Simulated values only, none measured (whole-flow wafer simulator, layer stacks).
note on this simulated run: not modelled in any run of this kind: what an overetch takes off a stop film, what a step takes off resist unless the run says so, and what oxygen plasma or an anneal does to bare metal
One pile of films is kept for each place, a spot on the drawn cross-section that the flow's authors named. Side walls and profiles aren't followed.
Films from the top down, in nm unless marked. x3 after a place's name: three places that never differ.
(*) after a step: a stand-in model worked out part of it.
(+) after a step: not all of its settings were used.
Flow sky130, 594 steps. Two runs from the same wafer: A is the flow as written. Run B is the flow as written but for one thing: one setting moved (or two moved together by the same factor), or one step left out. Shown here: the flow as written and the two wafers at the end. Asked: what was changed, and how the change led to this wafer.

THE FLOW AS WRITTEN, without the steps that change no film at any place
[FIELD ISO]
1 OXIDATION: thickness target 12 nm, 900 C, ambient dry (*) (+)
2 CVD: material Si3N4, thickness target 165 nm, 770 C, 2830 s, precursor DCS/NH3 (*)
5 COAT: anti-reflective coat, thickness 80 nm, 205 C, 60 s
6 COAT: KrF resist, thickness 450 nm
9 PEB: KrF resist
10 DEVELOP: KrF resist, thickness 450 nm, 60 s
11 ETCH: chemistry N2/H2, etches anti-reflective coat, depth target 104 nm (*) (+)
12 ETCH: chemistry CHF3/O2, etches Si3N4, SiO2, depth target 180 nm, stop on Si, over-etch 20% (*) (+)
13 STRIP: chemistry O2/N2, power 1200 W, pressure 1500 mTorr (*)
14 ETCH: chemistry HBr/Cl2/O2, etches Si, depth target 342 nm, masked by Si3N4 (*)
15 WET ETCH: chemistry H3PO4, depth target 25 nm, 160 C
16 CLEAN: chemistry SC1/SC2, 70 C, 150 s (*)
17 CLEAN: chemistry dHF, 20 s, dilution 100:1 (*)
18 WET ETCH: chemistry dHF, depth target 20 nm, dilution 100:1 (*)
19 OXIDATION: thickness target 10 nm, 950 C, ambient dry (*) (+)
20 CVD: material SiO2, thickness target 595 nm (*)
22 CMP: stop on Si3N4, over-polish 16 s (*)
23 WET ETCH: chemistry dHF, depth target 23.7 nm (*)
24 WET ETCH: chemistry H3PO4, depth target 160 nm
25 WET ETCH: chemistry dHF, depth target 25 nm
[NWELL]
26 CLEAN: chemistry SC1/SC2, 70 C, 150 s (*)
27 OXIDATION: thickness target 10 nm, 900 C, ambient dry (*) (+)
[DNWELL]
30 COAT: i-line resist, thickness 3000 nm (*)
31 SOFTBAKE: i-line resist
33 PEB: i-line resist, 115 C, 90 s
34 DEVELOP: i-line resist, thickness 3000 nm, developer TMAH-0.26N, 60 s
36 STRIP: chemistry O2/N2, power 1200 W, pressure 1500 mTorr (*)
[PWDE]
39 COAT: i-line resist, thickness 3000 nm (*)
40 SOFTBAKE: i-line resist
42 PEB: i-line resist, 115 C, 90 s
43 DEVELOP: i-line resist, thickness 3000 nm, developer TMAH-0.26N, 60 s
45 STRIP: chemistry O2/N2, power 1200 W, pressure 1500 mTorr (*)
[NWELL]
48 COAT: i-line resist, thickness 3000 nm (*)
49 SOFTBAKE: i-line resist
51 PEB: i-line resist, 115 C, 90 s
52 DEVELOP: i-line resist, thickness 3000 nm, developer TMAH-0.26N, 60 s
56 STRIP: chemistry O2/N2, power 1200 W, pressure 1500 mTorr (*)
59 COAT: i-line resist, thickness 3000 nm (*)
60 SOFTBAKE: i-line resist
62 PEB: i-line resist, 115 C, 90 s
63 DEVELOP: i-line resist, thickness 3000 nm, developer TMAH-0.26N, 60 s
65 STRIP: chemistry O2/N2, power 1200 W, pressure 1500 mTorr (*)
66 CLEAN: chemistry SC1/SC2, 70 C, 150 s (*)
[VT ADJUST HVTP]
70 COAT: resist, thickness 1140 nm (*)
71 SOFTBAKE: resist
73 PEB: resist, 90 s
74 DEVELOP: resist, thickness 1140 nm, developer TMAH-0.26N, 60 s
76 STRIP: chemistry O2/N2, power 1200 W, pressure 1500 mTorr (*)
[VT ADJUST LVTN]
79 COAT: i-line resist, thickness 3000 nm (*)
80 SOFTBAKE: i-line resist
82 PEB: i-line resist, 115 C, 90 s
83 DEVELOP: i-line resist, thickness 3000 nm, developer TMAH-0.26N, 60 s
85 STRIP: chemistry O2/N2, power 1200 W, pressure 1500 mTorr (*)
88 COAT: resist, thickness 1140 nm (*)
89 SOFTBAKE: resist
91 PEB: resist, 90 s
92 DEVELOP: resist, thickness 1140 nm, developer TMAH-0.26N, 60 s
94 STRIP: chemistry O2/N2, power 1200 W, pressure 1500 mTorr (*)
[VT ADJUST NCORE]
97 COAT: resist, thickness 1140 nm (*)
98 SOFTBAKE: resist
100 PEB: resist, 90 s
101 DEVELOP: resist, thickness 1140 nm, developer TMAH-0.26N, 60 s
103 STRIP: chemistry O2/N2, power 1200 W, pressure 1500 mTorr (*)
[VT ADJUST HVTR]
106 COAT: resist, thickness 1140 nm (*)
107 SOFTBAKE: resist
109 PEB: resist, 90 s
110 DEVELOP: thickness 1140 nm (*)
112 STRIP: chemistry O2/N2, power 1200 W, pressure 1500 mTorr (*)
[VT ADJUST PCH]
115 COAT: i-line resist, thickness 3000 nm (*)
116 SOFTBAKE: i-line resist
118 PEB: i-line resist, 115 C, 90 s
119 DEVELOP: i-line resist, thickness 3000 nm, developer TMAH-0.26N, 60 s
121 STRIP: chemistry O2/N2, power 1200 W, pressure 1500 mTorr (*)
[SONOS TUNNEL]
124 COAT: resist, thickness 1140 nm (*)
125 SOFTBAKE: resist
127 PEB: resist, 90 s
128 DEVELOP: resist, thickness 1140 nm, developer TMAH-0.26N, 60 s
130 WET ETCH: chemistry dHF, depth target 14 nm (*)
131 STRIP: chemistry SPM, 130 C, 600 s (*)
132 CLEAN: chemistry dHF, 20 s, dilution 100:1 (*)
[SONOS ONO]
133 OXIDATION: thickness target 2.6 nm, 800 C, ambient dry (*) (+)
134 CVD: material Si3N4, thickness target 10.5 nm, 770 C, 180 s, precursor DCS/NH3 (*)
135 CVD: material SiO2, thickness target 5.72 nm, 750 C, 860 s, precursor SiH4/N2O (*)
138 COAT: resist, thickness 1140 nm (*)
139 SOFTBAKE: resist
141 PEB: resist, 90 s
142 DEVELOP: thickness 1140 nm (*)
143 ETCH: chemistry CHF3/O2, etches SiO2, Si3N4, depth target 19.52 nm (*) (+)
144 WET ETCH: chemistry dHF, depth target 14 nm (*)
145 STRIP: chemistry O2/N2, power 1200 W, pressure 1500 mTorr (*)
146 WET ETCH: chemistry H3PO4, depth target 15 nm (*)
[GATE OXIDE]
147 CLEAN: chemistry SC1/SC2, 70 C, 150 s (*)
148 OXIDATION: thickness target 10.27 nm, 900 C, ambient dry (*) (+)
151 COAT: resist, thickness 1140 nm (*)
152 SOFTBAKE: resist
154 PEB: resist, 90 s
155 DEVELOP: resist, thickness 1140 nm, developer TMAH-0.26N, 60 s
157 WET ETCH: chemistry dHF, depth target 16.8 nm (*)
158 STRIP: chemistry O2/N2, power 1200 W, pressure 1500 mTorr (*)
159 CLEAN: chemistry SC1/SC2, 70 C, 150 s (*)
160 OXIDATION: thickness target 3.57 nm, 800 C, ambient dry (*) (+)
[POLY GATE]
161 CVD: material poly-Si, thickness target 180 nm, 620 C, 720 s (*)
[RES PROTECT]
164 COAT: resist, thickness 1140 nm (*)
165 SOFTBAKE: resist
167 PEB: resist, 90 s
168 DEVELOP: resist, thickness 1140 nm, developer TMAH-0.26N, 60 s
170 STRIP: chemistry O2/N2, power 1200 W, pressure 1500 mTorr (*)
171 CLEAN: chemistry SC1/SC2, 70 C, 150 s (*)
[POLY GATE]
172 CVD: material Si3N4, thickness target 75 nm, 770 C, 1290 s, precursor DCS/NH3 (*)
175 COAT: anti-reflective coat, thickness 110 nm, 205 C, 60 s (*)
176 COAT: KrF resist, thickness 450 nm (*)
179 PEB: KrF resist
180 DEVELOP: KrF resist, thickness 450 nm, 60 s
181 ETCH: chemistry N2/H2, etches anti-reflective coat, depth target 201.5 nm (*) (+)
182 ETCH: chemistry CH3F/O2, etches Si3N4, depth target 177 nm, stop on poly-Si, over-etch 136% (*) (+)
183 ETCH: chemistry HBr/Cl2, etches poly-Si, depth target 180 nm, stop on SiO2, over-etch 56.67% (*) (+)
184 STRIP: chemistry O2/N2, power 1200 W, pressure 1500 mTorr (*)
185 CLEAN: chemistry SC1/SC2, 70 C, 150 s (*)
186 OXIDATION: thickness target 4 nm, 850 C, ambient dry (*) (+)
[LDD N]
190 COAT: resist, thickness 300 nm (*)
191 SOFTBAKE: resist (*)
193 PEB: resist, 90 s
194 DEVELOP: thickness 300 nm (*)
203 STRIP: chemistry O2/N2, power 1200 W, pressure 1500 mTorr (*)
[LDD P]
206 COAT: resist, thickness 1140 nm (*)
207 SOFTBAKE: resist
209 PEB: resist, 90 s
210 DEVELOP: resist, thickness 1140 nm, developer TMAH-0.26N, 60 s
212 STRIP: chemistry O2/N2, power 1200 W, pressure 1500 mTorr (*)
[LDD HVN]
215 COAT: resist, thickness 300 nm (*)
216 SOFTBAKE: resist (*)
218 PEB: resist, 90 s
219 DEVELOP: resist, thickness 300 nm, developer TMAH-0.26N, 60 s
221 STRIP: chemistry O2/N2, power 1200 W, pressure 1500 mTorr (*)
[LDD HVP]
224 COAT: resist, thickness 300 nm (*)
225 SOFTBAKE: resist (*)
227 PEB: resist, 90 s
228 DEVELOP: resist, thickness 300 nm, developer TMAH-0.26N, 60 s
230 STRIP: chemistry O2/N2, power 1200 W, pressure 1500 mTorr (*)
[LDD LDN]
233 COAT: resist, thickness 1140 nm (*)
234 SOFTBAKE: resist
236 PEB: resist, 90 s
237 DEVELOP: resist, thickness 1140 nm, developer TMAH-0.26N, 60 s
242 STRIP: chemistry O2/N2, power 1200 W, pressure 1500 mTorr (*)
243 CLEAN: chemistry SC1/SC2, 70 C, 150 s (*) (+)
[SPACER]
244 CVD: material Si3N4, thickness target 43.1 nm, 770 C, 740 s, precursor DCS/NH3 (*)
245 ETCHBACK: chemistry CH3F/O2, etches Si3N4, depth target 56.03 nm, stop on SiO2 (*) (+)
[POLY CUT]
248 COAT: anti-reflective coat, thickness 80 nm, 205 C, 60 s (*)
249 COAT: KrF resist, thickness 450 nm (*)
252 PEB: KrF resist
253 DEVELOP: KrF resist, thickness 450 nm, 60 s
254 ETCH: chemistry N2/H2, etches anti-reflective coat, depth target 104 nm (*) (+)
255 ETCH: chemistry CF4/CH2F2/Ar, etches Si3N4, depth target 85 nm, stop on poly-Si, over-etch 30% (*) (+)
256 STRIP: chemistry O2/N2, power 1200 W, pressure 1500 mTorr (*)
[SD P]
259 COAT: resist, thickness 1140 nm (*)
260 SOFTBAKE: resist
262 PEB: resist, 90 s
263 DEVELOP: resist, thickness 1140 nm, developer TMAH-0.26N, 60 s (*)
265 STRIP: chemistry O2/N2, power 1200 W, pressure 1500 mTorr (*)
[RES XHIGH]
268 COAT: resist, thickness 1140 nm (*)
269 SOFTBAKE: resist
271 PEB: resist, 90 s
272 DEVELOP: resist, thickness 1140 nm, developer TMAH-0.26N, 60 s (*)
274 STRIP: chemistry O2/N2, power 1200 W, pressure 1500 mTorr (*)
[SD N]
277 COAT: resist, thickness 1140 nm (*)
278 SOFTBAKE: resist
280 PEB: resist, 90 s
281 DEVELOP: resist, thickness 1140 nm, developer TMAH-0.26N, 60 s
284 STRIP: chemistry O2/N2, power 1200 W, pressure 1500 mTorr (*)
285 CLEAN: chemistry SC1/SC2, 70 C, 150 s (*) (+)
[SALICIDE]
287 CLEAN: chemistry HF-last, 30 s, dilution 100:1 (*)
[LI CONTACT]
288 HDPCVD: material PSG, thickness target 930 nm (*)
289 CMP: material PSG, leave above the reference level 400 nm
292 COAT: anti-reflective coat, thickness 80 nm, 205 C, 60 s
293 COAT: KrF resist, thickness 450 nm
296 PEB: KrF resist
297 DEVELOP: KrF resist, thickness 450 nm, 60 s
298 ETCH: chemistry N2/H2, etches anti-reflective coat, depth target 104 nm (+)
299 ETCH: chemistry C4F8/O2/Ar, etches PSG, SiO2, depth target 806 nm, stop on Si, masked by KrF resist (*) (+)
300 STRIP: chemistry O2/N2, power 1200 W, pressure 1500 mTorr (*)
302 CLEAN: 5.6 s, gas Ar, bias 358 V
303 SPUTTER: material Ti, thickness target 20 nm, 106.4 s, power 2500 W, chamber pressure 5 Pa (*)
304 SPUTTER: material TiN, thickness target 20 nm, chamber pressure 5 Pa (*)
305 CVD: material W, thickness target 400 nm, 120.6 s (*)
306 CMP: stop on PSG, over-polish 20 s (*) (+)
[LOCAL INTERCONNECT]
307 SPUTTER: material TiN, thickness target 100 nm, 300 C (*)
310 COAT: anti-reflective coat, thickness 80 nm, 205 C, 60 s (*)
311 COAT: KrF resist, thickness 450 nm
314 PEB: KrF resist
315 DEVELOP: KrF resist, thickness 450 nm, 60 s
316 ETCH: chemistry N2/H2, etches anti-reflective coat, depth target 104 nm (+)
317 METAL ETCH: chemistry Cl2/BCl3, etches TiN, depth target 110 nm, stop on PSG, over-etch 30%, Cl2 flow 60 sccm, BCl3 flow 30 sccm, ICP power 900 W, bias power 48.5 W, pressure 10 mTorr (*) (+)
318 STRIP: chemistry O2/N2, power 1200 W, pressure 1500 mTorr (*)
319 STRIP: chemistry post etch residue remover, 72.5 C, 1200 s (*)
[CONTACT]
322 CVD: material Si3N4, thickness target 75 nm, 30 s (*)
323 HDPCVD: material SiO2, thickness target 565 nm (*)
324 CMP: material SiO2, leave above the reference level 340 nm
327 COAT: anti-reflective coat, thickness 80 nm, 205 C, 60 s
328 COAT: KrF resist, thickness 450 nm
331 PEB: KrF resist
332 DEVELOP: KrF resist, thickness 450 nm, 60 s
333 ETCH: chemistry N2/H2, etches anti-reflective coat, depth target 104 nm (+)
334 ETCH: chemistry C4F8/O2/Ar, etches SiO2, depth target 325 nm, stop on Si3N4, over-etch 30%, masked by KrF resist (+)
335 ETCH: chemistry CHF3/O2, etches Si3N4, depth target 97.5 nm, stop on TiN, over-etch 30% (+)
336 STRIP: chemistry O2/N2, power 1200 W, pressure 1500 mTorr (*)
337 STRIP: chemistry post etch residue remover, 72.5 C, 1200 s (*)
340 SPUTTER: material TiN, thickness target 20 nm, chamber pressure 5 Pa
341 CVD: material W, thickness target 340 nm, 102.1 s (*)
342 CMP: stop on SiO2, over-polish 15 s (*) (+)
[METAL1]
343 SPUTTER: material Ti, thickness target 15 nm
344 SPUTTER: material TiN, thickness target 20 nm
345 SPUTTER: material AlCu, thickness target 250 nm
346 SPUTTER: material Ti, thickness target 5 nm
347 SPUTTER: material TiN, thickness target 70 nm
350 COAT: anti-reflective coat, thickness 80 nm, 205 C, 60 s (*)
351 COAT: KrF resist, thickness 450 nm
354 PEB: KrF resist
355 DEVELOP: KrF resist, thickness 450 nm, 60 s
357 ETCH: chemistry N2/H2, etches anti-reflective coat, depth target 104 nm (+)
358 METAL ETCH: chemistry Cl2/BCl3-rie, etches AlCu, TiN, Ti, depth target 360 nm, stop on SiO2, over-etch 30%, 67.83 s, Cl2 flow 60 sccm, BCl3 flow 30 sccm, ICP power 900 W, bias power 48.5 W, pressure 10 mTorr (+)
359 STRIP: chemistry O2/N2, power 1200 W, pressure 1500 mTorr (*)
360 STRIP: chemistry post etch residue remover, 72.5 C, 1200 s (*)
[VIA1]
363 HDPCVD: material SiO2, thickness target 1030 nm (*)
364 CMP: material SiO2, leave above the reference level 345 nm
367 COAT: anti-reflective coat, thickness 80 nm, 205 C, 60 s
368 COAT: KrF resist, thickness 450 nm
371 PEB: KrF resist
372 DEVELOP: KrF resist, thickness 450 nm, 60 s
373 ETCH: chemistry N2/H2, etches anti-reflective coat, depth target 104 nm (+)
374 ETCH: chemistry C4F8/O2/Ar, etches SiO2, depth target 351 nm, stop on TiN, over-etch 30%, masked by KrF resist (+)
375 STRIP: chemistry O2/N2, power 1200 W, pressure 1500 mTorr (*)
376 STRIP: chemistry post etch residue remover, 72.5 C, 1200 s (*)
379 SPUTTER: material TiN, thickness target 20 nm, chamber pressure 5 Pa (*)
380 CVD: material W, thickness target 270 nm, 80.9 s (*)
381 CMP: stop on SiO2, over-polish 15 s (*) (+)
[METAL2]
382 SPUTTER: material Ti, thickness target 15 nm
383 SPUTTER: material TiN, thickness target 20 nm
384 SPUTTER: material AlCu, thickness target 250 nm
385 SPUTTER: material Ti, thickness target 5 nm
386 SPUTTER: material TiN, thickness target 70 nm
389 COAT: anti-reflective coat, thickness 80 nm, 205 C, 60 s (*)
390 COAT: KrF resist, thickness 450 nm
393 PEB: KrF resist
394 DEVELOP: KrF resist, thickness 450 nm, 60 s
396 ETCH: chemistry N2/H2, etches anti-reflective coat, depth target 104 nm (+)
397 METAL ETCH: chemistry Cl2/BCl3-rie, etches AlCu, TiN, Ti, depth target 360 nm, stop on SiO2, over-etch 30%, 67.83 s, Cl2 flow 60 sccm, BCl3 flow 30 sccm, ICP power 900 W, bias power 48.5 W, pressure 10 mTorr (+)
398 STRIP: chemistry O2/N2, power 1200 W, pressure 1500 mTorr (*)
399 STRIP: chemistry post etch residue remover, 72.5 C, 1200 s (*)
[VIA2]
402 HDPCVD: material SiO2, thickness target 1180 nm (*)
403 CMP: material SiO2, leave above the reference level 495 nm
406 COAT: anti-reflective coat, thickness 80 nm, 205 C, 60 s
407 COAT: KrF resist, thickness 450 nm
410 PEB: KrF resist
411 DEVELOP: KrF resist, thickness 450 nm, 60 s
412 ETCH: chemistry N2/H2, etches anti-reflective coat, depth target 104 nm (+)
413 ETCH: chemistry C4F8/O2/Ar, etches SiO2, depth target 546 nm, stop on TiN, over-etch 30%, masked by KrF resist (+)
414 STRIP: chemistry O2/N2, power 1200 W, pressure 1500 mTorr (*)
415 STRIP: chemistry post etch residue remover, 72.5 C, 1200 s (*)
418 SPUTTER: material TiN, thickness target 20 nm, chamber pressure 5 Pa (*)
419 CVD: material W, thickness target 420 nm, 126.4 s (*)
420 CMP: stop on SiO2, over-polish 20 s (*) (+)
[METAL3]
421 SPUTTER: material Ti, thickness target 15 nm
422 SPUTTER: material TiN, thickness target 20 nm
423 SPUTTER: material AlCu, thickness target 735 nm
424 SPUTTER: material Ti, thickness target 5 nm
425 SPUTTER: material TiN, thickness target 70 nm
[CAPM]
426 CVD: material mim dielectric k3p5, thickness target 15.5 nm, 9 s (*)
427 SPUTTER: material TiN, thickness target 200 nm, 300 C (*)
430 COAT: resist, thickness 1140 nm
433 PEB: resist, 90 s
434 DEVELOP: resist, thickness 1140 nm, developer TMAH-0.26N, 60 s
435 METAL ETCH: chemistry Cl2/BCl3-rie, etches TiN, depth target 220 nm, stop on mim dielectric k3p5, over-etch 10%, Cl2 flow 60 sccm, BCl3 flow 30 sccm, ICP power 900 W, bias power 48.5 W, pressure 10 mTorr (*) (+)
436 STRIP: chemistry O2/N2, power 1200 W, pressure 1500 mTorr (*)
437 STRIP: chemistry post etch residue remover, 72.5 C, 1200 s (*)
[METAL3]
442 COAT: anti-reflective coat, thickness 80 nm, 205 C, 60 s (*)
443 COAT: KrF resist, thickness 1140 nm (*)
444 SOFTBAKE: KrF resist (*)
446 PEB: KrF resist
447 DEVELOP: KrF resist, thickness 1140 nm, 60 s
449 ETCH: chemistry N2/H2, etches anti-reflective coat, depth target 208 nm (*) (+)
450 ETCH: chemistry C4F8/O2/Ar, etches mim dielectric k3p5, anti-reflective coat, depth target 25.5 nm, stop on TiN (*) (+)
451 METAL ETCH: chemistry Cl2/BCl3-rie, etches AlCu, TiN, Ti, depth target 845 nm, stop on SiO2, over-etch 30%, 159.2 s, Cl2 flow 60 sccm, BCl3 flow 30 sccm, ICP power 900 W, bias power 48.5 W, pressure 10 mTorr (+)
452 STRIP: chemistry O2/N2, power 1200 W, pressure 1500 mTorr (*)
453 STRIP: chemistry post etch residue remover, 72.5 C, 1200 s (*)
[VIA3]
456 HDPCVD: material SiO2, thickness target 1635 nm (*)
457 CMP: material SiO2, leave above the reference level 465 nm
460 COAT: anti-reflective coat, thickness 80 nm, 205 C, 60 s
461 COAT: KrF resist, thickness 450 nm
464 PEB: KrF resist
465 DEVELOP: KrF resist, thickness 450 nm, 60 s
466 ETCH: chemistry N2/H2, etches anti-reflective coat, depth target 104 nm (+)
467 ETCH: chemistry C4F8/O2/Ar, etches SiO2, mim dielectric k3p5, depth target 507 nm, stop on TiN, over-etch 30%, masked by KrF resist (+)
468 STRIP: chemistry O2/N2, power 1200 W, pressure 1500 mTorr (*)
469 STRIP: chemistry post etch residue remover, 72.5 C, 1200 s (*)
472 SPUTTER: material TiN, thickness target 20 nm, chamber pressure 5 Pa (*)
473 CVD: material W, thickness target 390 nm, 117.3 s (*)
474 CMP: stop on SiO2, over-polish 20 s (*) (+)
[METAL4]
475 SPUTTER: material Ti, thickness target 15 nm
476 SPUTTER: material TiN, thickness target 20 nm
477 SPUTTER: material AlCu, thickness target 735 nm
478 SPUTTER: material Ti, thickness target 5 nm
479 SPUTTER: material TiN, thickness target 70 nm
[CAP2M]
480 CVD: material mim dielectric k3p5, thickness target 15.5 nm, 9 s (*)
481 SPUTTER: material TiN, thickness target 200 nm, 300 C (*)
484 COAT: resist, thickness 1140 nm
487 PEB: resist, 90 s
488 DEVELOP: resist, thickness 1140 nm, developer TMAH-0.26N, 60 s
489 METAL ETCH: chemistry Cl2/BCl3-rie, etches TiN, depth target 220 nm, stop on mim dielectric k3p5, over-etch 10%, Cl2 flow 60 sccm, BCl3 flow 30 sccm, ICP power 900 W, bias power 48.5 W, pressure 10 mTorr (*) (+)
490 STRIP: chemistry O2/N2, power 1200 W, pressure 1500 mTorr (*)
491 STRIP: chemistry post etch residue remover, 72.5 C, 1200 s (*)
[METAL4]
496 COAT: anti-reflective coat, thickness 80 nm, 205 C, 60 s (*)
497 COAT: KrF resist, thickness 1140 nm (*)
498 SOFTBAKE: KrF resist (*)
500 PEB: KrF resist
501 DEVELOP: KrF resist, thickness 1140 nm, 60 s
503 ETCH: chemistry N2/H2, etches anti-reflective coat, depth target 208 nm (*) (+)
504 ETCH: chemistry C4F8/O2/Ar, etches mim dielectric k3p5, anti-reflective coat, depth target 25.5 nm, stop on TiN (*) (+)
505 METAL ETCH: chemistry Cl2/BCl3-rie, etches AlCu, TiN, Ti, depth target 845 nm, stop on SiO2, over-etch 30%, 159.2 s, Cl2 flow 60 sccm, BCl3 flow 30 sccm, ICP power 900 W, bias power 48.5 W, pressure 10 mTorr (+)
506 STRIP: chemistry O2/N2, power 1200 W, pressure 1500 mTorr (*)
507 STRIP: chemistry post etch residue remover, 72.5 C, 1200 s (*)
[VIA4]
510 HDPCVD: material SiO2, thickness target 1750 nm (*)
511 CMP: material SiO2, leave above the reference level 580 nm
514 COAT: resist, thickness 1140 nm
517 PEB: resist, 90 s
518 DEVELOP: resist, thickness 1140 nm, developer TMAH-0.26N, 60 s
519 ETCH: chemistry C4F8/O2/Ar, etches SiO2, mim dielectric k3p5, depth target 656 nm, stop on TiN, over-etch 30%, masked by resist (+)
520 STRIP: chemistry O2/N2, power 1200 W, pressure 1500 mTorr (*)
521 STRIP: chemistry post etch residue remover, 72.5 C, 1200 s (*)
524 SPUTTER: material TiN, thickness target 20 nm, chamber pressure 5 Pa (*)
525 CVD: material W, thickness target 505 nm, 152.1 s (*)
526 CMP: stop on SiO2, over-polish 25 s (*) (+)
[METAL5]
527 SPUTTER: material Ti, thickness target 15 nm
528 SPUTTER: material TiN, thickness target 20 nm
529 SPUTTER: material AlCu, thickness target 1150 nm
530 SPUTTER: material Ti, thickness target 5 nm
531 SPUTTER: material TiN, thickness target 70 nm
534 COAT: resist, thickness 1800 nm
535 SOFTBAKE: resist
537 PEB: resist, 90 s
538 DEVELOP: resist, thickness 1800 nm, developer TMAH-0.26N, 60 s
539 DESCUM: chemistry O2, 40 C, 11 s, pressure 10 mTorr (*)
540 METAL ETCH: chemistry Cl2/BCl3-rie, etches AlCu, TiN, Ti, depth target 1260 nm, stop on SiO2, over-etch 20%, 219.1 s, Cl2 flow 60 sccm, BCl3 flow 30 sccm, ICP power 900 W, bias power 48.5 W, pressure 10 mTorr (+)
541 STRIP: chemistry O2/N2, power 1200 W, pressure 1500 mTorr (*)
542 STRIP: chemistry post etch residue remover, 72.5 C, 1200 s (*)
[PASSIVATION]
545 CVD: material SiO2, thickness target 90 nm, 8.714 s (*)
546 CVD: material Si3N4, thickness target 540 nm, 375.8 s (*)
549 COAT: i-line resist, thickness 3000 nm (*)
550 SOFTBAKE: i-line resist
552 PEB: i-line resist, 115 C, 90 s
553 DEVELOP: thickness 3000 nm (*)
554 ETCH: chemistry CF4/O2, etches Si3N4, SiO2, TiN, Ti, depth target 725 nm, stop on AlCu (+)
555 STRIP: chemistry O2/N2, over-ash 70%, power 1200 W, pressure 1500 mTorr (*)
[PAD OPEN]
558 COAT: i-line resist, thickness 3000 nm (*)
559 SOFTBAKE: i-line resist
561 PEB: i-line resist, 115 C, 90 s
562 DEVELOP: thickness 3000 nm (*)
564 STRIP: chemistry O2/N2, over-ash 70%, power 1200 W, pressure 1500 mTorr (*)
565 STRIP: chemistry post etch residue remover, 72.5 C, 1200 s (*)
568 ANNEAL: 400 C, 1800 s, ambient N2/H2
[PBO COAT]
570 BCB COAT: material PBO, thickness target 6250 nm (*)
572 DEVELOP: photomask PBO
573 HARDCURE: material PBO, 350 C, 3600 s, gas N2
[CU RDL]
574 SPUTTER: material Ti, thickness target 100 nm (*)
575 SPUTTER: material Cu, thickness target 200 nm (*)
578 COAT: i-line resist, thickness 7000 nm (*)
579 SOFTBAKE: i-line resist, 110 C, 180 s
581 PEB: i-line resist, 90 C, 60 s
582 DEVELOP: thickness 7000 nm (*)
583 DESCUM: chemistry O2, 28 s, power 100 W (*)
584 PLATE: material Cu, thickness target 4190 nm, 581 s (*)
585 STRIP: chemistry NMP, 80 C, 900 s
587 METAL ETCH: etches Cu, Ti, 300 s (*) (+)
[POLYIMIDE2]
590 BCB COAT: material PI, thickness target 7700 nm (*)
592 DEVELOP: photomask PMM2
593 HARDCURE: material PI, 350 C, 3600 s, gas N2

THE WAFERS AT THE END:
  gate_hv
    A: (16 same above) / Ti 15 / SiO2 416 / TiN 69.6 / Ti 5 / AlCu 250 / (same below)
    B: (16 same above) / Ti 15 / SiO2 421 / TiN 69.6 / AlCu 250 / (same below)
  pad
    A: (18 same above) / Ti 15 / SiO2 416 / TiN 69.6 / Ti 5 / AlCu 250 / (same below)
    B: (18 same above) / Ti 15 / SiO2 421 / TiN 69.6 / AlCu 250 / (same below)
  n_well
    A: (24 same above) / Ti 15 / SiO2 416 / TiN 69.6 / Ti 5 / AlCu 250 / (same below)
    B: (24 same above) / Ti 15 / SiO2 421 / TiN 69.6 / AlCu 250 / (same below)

The cause: step 385, SPUTTER: material Ti, thickness target 5 nm, was left out.

How the change led to this, step by step:
  397 METAL ETCH: chemistry Cl2/BCl3-rie, etches AlCu, TiN, Ti, depth target 360 nm, stop on SiO2, over-etch 30%, 67.83 s, Cl2 flow 60 sccm, BCl3 flow 30 sccm, ICP power 900 W, bias power 48.5 W, pressure 10 mTorr (+)
      field, active, gate and 82 more: A TiN -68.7 (all of it), Ti -5 (all of it), AlCu -250 (all of it), TiN -20 (all of it), Ti -15 (all of it), SiO2 -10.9 | B TiN -68.7 (all of it), AlCu -250 (all of it), TiN -20 (all of it), Ti -15 (all of it), SiO2 -11.4
